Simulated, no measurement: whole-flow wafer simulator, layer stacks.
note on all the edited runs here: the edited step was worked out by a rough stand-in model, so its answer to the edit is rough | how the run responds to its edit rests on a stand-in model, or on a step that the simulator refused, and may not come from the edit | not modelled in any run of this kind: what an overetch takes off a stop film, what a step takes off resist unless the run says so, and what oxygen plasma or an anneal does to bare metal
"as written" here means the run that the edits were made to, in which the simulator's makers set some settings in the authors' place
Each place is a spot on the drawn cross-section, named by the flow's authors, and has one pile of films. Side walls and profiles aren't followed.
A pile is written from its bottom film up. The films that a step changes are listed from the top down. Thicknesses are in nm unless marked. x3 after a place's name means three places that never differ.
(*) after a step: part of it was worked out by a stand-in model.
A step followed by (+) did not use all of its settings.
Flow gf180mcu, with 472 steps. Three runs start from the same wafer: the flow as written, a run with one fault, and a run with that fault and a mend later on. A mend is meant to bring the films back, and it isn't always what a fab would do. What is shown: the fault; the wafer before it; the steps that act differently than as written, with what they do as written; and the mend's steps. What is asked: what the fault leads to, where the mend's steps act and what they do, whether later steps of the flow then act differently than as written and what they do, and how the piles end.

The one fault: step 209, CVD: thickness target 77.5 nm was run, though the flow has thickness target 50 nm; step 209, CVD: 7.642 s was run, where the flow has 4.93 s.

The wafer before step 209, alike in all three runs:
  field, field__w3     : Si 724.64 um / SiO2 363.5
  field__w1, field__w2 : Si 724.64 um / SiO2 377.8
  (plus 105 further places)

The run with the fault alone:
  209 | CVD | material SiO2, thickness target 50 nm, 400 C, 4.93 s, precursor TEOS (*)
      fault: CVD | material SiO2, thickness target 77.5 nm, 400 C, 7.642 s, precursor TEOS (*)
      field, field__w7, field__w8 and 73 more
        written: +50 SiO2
        fault: +76.5 SiO2
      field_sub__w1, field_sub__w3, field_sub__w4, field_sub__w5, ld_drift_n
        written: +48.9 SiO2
        fault: +74.8 SiO2
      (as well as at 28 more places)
  Steps further on in the flow that do not act as written (not shown: 9 more steps that differ only slightly, by at most 2% or 0.5 nm, whichever is larger):
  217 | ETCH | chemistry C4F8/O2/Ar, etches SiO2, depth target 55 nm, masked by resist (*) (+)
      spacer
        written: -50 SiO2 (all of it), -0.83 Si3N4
        fault: -55 SiO2
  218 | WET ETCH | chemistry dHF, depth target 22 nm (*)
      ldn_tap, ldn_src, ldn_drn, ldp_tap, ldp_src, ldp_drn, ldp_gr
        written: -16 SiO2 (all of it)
        fault: -39.8 SiO2
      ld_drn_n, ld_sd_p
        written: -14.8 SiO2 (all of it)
        fault: -38.4 SiO2
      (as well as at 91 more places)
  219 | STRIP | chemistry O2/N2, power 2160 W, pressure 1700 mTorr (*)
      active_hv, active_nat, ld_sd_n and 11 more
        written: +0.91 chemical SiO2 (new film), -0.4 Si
        fault: nothing
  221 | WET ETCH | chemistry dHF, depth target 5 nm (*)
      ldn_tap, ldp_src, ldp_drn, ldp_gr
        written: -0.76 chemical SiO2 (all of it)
        fault: -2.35 SiO2 (all of it)
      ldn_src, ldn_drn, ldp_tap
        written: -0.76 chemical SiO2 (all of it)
        fault: -2.34 SiO2 (all of it)
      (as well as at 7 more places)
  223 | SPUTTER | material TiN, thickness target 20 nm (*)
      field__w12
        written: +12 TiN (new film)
        fault: +12.7 TiN (new film)
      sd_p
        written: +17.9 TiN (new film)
        fault: +17 TiN (new film)
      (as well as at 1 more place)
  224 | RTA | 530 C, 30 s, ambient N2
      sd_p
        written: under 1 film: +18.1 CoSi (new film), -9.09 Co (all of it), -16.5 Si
        fault: under 1 film: +17.3 CoSi (new film), -8.69 Co (all of it), -15.8 Si
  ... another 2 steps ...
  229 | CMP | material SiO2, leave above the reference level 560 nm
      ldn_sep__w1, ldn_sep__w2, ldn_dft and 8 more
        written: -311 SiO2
        fault: -321.2 SiO2
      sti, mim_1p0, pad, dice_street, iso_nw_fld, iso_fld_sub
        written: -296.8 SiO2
        fault: -307 SiO2
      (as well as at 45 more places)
  By the end, the piles at sd_p depart from the flow's by more than 2% or 0.5 nm, whichever is larger.
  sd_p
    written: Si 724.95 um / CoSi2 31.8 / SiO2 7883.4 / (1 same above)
    fault: Si 724.95 um / CoSi2 30.4 / SiO2 7883.4 / (1 same above)

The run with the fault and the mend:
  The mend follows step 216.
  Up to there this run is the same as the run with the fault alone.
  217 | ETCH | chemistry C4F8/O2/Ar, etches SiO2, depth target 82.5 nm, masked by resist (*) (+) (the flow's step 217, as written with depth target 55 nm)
      field, field__w1, field__w2 and 96 more
        -82.5 SiO2
      field__w5, field__w9, field__w13 and 8 more
        -16.5 resist
      spacer
        -76.5 SiO2 (all of it), -1 Si3N4
  Steps further on in the flow that do not act as written (not shown: 4 more steps that differ only slightly, by at most 2% or 0.5 nm, whichever is larger):
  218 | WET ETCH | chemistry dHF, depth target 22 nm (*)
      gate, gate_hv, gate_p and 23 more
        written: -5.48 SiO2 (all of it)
        mend: -4.45 SiO2 (all of it)
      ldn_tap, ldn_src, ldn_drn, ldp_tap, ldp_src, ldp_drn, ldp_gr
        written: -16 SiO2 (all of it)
        mend: -14.9 SiO2 (all of it)
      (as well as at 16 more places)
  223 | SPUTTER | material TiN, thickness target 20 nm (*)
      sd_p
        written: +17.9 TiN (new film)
        mend: +17 TiN (new film)
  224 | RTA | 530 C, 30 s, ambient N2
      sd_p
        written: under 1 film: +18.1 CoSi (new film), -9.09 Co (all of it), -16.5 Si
        mend: under 1 film: +17.3 CoSi (new film), -8.69 Co (all of it), -15.8 Si
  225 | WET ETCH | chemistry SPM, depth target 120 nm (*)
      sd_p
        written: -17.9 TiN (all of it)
        mend: -17 TiN (all of it)
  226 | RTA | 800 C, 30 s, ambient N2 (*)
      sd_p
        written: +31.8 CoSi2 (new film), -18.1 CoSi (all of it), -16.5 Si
        mend: +30.4 CoSi2 (new film), -17.3 CoSi (all of it), -15.8 Si
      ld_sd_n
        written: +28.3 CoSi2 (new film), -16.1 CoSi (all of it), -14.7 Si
        mend: +28.9 CoSi2 (new film), -16.4 CoSi (all of it), -15 Si
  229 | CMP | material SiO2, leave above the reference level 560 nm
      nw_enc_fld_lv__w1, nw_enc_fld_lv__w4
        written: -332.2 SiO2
        mend: -357.7 SiO2
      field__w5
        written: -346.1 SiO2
        mend: -374.3 SiO2
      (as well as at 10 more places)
  By the end, the piles at sd_p, ld_sd_n depart from the flow's by more than 2% or 0.5 nm, whichever is larger.
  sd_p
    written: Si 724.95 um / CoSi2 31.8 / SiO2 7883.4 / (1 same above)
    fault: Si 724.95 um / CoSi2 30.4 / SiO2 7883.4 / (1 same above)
    mend: Si 724.95 um / CoSi2 30.4 / SiO2 7883.4 / (1 same above)
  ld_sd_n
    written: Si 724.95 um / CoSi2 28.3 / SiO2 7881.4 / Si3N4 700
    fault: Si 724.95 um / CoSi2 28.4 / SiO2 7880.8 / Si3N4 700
    mend: Si 724.95 um / CoSi2 28.9 / SiO2 7881.4 / Si3N4 700
